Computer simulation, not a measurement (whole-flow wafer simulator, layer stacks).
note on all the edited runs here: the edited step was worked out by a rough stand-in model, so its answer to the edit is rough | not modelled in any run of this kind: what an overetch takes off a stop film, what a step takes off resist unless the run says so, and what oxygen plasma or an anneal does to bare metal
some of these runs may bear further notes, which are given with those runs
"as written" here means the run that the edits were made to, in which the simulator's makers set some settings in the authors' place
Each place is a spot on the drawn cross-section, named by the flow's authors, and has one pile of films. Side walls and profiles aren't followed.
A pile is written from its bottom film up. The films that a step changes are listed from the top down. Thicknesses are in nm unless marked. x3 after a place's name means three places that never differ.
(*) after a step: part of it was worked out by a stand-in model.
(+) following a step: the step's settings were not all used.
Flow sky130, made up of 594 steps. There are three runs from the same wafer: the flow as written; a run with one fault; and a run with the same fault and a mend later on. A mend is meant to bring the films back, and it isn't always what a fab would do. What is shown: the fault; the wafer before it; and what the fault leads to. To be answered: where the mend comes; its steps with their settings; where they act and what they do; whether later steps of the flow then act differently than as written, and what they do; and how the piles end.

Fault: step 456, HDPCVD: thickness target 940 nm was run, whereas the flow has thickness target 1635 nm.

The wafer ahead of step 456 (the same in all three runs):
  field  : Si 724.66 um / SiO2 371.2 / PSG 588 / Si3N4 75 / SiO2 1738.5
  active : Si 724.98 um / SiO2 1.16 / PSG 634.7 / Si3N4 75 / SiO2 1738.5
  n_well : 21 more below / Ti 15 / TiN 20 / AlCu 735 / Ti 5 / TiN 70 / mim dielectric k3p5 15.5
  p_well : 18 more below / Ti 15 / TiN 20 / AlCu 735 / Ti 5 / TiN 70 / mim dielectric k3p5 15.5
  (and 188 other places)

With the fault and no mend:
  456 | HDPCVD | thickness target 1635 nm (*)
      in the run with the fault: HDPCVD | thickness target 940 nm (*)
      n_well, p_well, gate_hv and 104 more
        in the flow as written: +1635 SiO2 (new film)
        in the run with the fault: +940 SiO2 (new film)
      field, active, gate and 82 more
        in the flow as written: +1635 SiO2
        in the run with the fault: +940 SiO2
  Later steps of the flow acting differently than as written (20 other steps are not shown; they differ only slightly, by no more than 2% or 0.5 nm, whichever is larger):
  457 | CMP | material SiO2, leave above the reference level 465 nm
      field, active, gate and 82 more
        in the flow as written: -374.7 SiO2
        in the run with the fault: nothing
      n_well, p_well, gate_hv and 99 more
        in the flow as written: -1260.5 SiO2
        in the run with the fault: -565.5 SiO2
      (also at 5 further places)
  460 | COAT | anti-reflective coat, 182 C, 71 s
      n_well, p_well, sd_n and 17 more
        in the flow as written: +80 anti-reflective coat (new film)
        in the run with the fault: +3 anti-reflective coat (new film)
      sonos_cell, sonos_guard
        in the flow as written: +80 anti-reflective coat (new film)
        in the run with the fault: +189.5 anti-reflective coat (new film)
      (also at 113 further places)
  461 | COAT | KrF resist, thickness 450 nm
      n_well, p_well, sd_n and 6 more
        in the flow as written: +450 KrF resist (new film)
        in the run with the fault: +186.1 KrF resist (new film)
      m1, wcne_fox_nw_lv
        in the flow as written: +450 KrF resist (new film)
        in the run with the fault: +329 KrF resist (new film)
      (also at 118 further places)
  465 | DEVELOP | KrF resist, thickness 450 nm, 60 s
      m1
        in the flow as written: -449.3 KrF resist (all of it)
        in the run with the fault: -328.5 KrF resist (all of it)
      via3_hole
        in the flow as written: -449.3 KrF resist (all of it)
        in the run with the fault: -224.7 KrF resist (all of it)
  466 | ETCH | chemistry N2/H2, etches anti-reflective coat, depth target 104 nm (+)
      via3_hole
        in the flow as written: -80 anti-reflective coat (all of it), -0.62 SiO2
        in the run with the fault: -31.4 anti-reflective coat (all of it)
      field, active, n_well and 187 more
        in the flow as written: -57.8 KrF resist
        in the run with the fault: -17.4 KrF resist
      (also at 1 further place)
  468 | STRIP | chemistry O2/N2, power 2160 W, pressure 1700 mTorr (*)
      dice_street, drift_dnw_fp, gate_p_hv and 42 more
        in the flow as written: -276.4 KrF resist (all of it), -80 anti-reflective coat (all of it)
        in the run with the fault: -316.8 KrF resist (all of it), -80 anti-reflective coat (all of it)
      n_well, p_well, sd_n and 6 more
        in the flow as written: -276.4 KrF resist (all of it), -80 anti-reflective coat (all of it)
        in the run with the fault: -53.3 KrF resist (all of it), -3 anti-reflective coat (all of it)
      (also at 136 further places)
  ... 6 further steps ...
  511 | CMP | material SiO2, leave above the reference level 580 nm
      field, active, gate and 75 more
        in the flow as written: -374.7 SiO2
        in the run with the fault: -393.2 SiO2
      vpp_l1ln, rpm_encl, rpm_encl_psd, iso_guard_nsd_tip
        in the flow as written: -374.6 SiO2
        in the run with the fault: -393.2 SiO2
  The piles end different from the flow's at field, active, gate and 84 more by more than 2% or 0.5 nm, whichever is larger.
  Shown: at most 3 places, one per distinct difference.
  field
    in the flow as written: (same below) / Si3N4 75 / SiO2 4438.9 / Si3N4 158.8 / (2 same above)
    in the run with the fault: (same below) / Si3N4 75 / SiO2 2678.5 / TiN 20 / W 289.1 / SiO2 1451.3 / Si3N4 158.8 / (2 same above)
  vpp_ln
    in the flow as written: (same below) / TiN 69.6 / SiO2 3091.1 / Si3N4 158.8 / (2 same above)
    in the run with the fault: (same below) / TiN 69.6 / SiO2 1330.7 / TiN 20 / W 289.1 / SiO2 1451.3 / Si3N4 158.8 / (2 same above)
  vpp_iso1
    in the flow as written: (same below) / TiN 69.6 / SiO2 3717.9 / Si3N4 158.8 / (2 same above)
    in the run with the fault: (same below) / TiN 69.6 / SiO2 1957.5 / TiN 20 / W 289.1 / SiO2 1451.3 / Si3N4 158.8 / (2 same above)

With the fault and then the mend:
  The mend stands after step 456.
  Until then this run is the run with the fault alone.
  456a | HDPCVD | thickness target 695 nm (*) (the flow's step 456, run once more with other settings)
      field, active, n_well and 189 more
        +695 SiO2
  Later steps of the flow that are run all act as written at every place that is followed.
  The piles end the same as the flow's at every place that both follow.
